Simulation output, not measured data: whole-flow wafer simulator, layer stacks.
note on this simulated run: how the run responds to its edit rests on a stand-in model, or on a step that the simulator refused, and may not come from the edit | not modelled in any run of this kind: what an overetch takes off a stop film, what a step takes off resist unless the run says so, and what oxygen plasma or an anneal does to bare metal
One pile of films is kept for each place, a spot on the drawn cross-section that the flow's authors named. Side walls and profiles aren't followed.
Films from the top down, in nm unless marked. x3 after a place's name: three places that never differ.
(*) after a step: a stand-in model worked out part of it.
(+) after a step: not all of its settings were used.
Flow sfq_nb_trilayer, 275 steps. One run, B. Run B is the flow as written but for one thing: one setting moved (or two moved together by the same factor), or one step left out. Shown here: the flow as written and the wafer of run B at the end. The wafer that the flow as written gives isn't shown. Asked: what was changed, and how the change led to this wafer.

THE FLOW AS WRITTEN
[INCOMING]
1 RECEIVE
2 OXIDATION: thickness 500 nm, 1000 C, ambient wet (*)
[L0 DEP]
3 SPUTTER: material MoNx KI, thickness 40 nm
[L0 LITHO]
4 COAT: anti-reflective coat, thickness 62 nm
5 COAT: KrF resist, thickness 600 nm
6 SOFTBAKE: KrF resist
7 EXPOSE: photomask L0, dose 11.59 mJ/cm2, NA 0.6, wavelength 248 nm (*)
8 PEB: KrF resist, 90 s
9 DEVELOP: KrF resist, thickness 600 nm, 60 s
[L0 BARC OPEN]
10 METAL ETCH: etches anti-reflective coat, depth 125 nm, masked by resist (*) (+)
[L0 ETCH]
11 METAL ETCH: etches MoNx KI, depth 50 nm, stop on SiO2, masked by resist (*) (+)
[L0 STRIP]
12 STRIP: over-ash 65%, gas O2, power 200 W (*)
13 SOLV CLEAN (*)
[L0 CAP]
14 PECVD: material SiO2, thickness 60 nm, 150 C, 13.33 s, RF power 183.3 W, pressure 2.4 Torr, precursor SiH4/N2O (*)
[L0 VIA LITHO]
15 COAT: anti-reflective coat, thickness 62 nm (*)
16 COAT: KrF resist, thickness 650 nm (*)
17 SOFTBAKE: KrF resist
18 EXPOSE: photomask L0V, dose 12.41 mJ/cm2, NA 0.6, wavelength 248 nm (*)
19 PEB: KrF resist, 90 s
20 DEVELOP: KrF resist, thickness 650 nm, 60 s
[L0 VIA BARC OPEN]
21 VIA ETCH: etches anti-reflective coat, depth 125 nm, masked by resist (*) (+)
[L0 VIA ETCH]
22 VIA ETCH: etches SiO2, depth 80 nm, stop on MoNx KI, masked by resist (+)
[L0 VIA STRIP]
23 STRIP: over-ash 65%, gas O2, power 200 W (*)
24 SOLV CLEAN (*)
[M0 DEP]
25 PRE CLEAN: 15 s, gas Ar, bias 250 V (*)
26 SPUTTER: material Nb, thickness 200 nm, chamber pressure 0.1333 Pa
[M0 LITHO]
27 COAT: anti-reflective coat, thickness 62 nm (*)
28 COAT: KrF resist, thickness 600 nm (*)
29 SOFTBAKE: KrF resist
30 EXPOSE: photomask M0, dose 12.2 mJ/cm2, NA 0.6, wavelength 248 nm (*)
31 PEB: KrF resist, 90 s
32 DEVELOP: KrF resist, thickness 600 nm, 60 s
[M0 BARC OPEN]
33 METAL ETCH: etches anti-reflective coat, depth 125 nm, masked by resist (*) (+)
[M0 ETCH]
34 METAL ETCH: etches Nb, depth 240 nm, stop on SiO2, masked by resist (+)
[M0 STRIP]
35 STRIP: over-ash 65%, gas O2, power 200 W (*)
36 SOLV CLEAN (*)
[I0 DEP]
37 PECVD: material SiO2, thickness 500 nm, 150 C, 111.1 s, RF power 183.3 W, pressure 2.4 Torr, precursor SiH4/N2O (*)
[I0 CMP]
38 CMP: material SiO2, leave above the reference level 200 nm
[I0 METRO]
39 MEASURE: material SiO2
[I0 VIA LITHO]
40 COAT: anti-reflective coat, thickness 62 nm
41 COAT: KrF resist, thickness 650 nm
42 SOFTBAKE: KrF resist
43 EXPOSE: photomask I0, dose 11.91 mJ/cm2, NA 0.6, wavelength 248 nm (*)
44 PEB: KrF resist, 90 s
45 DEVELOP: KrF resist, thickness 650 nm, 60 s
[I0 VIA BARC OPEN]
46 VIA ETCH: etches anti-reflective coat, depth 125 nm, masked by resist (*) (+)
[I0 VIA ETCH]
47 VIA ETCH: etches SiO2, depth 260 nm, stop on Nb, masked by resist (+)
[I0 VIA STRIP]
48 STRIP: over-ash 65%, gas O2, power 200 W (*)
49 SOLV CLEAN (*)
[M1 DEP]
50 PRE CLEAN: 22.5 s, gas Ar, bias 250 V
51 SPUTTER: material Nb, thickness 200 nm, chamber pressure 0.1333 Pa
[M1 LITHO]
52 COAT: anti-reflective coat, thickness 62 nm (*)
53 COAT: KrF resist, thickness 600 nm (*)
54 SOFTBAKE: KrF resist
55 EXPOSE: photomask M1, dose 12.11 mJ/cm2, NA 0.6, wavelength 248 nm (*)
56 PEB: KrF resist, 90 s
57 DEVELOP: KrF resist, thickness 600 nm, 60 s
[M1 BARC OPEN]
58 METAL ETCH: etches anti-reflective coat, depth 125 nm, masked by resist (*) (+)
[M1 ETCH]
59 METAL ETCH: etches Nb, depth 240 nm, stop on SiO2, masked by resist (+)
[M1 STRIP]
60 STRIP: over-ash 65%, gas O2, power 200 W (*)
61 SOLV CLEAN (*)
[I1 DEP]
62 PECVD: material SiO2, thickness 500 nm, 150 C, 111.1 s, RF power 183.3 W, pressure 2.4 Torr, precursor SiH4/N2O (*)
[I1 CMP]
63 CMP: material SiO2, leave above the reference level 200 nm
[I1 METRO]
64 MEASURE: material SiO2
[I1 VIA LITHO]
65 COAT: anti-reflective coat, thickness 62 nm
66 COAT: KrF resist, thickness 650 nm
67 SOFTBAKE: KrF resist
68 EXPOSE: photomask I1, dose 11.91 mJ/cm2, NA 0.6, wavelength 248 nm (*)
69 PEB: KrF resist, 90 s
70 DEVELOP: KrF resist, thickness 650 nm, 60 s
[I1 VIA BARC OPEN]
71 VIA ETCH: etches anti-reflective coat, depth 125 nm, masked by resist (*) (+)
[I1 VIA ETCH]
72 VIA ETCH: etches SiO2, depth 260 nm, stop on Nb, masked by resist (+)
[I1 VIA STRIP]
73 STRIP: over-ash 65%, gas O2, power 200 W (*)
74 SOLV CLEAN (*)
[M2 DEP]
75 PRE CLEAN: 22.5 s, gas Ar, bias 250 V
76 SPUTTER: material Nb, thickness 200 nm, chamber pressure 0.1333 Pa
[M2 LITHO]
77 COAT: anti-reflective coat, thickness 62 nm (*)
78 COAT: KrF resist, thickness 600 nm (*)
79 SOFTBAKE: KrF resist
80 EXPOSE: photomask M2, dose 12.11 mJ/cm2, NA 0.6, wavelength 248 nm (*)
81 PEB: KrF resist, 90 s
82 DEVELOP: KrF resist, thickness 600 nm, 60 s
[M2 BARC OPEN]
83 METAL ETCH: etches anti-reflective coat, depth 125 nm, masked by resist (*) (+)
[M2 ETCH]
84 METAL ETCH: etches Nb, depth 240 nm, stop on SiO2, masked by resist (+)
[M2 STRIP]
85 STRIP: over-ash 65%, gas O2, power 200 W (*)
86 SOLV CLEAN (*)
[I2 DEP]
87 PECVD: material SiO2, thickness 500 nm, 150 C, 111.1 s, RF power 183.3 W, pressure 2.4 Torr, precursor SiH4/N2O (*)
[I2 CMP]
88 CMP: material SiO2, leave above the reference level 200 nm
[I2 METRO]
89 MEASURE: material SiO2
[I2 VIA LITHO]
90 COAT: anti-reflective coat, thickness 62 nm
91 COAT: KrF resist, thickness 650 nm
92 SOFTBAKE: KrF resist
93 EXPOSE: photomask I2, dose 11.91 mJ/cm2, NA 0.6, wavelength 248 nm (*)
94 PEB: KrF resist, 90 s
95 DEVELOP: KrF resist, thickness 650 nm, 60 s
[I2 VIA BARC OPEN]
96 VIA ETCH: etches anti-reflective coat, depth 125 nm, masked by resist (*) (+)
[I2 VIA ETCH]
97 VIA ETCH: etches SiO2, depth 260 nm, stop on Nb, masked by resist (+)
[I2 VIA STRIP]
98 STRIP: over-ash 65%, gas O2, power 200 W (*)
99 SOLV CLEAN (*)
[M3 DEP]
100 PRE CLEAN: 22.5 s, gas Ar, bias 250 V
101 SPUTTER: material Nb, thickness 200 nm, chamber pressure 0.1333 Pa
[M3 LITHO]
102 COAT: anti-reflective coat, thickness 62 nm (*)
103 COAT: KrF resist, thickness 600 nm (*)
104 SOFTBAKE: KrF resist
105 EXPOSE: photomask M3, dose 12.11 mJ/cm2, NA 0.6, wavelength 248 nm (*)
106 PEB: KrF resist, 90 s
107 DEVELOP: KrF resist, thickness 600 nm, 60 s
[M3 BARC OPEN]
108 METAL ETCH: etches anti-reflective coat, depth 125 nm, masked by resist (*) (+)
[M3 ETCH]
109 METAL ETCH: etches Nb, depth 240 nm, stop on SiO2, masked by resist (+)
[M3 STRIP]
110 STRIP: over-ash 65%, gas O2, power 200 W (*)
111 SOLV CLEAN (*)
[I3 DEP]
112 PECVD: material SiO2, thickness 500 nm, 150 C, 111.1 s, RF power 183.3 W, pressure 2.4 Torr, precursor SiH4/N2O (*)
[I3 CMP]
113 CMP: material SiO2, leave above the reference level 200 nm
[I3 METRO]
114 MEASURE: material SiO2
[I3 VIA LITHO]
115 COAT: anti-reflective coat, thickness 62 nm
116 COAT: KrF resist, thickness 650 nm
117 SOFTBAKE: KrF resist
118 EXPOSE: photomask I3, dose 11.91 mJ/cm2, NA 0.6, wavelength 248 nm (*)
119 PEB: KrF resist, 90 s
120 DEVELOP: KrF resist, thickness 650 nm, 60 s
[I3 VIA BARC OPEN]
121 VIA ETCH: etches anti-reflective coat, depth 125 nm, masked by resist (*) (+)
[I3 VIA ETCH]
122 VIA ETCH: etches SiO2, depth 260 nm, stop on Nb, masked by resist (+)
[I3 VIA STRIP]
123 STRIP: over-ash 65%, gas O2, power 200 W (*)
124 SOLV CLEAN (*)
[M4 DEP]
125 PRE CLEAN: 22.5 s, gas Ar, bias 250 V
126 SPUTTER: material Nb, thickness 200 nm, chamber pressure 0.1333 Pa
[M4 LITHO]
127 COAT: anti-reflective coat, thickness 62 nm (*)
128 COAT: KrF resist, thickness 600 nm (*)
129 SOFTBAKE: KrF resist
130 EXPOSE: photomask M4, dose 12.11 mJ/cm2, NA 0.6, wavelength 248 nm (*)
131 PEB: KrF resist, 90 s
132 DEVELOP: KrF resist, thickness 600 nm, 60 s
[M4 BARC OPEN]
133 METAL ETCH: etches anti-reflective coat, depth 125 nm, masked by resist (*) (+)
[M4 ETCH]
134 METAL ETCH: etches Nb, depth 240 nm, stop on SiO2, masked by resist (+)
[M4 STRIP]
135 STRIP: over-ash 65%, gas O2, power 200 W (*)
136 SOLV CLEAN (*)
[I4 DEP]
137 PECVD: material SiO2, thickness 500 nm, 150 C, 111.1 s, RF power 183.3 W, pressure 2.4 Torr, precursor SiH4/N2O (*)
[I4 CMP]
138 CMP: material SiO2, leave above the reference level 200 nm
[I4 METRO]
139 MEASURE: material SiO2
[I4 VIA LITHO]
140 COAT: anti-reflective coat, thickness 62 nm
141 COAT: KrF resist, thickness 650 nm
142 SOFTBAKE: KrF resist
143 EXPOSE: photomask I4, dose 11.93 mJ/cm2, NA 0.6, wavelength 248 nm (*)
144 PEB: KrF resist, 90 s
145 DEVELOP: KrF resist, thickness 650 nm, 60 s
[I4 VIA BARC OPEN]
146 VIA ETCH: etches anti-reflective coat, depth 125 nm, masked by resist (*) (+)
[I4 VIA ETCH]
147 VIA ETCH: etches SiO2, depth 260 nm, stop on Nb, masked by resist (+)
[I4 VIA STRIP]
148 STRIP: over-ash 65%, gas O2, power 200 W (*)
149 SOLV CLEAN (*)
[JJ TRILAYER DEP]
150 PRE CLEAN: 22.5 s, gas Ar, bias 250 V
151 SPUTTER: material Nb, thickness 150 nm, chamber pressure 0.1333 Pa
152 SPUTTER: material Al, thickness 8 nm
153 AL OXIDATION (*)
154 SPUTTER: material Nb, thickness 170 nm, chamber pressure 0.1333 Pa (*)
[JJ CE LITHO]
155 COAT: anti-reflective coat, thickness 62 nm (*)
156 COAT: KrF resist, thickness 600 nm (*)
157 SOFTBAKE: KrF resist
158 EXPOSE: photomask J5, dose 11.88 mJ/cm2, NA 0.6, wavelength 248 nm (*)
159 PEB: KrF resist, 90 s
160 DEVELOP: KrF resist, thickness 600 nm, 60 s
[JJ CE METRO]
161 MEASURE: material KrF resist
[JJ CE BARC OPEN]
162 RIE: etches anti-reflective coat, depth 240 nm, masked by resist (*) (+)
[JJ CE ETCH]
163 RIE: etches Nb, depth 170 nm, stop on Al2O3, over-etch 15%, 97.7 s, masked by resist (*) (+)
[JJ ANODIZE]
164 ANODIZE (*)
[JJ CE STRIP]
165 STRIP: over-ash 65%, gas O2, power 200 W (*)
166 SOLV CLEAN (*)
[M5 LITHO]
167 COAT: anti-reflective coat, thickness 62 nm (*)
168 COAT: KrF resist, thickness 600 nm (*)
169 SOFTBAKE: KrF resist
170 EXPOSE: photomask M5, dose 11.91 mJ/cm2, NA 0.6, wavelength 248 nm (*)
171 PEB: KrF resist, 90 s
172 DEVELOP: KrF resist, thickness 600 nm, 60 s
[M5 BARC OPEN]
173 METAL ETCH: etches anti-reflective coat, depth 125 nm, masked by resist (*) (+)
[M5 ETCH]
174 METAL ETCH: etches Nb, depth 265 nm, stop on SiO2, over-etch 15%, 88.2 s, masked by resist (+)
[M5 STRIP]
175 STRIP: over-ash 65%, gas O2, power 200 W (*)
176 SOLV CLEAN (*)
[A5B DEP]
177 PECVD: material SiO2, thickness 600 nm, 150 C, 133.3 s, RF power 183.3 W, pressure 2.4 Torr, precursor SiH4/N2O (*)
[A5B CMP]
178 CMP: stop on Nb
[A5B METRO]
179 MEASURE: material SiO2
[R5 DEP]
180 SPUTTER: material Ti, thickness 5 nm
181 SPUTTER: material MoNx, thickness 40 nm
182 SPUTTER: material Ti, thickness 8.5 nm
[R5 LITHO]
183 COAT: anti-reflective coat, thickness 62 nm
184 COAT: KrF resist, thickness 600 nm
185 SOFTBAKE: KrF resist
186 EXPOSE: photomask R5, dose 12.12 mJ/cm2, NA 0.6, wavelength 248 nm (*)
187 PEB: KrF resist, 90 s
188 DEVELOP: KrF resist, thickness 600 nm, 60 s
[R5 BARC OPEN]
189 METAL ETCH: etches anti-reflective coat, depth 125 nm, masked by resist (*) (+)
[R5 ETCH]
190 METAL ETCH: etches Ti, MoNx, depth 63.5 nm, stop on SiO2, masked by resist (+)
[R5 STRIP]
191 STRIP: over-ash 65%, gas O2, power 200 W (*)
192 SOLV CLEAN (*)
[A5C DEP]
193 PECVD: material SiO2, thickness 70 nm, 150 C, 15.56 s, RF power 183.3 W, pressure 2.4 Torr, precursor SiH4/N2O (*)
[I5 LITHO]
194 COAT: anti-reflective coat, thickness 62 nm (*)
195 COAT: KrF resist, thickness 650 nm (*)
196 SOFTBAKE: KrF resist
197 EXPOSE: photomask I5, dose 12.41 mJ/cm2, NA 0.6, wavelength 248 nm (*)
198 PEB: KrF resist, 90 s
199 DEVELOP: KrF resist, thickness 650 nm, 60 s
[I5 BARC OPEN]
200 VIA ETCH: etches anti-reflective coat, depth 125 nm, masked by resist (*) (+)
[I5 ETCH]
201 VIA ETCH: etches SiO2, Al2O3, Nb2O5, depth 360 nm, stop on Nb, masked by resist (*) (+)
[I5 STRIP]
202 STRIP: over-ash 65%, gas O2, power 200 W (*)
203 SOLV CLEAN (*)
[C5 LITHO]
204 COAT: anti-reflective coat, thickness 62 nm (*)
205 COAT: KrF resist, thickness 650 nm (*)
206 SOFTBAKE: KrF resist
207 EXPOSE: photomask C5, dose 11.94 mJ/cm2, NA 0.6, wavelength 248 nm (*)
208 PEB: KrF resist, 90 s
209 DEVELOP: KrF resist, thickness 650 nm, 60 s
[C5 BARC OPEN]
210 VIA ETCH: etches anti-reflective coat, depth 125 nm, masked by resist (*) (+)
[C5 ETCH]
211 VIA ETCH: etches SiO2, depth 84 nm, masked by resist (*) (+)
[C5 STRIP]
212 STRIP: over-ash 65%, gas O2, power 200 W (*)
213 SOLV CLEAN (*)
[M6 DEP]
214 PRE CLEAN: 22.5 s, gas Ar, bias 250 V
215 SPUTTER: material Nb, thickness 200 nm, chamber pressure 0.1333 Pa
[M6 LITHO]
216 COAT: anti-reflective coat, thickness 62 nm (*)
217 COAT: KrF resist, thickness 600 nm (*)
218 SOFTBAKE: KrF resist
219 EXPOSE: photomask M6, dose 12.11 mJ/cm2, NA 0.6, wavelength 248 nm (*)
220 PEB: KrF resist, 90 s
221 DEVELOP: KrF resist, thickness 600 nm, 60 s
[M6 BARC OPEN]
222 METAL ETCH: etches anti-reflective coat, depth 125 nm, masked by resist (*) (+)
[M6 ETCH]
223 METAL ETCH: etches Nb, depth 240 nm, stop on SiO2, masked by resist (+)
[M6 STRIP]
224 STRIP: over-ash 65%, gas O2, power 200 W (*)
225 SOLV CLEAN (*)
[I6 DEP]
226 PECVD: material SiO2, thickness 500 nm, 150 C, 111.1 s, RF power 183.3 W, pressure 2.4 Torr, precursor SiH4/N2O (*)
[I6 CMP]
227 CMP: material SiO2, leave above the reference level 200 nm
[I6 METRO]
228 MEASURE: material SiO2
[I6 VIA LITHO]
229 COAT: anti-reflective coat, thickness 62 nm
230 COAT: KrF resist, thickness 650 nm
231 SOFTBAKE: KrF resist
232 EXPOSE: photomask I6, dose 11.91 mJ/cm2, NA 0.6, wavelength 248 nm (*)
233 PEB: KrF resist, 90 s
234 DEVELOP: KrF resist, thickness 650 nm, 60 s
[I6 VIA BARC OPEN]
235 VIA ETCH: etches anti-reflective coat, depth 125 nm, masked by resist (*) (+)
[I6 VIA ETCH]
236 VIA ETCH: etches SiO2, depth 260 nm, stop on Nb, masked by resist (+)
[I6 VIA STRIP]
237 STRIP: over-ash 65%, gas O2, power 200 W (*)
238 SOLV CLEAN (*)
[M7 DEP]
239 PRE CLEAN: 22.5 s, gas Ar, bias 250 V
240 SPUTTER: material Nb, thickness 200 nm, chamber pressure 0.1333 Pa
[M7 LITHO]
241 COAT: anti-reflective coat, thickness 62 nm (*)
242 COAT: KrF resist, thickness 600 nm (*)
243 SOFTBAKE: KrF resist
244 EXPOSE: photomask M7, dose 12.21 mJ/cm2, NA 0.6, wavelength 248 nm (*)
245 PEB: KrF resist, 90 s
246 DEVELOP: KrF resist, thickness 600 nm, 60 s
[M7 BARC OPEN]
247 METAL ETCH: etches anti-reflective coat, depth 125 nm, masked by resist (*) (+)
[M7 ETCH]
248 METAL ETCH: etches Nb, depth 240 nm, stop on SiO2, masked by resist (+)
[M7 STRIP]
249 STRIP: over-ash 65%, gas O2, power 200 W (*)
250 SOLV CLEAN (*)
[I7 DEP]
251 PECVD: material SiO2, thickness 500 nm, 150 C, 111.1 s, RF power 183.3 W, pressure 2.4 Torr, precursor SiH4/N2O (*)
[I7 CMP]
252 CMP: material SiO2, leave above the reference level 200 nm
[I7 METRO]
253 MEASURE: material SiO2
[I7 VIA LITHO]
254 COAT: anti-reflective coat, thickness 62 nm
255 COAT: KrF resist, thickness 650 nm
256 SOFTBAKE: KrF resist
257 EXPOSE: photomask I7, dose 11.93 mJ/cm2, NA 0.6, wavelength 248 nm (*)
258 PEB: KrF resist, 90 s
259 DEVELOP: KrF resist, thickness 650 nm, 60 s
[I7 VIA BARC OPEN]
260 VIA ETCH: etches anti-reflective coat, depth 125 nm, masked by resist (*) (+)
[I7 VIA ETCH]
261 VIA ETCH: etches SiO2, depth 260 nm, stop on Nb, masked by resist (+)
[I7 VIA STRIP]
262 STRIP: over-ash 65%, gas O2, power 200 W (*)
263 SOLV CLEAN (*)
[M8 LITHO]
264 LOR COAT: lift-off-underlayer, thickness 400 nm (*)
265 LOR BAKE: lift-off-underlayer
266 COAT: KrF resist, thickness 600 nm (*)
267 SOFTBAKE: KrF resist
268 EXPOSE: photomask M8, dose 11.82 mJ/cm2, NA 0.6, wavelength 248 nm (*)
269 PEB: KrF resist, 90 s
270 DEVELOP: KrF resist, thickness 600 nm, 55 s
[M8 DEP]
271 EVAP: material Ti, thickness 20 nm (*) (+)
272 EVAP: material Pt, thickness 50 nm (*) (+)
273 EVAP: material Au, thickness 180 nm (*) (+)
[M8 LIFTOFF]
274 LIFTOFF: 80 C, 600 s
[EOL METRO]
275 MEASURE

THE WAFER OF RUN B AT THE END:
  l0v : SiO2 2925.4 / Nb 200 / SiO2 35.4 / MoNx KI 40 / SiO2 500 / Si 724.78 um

The cause: step 21, VIA ETCH: etches anti-reflective coat, depth 125 nm, masked by resist (*) (+), was left out.

How the change led to this, step by step:
  22 VIA ETCH: etches SiO2, depth 80 nm, stop on MoNx KI, masked by resist (+)
      l0v: anti-reflective coat -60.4 (all of it), SiO2 -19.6 (as written it would be: SiO2 -59.8 (all of it))
  23 STRIP: over-ash 65%, gas O2, power 200 W (*)
      p4_fl, p4_fm, p4_w1 and 70 more: KrF resist -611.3 (all of it), anti-reflective coat -62 (all of it) (as written it would be: KrF resist -560.9 (all of it), anti-reflective coat -62 (all of it))
      gap, jj_sur, r_sur, res: KrF resist -618.3 (all of it), anti-reflective coat -63.7 (all of it) (as written it would be: KrF resist -567.9 (all of it), anti-reflective coat -63.7 (all of it))
      (and at 28 more places)
  25 PRE CLEAN: 15 s, gas Ar, bias 250 V (*)
      l0v: SiO2 -5 (as written it would be: MoNx KI -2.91)
  26 SPUTTER: material Nb, thickness 200 nm, chamber pressure 0.1333 Pa
      l0v: Nb +200 (new film) (as written it would be: Nb +195.7 (new film))
  27 COAT: anti-reflective coat, thickness 62 nm (*)
      l0_sur: anti-reflective coat +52 (new film) (as written it would be: anti-reflective coat +47.5 (new film))
      l0v: anti-reflective coat +66.2 (new film) (as written it would be: anti-reflective coat +78 (new film))
  28 COAT: KrF resist, thickness 600 nm (*)
      l0v: KrF resist +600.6 (new film) (as written it would be: KrF resist +622.9 (new film))
  35 STRIP: over-ash 65%, gas O2, power 200 W (*)
      l0_sur: KrF resist -373.8 (all of it), anti-reflective coat -52 (all of it) (as written it would be: KrF resist -372 (all of it), anti-reflective coat -47.5 (all of it))
      l0v: KrF resist -383 (all of it), anti-reflective coat -66.2 (all of it) (as written it would be: KrF resist -405.3 (all of it), anti-reflective coat -78 (all of it))
  38 CMP: material SiO2, leave above the reference level 200 nm
      l0v: SiO2 -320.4 (as written it would be: SiO2 -277.8)
Counting metal films that touch as one body, l0v has 2 bodies (between them, from the top down: SiO2 35.4); the flow as written gives 1 body.
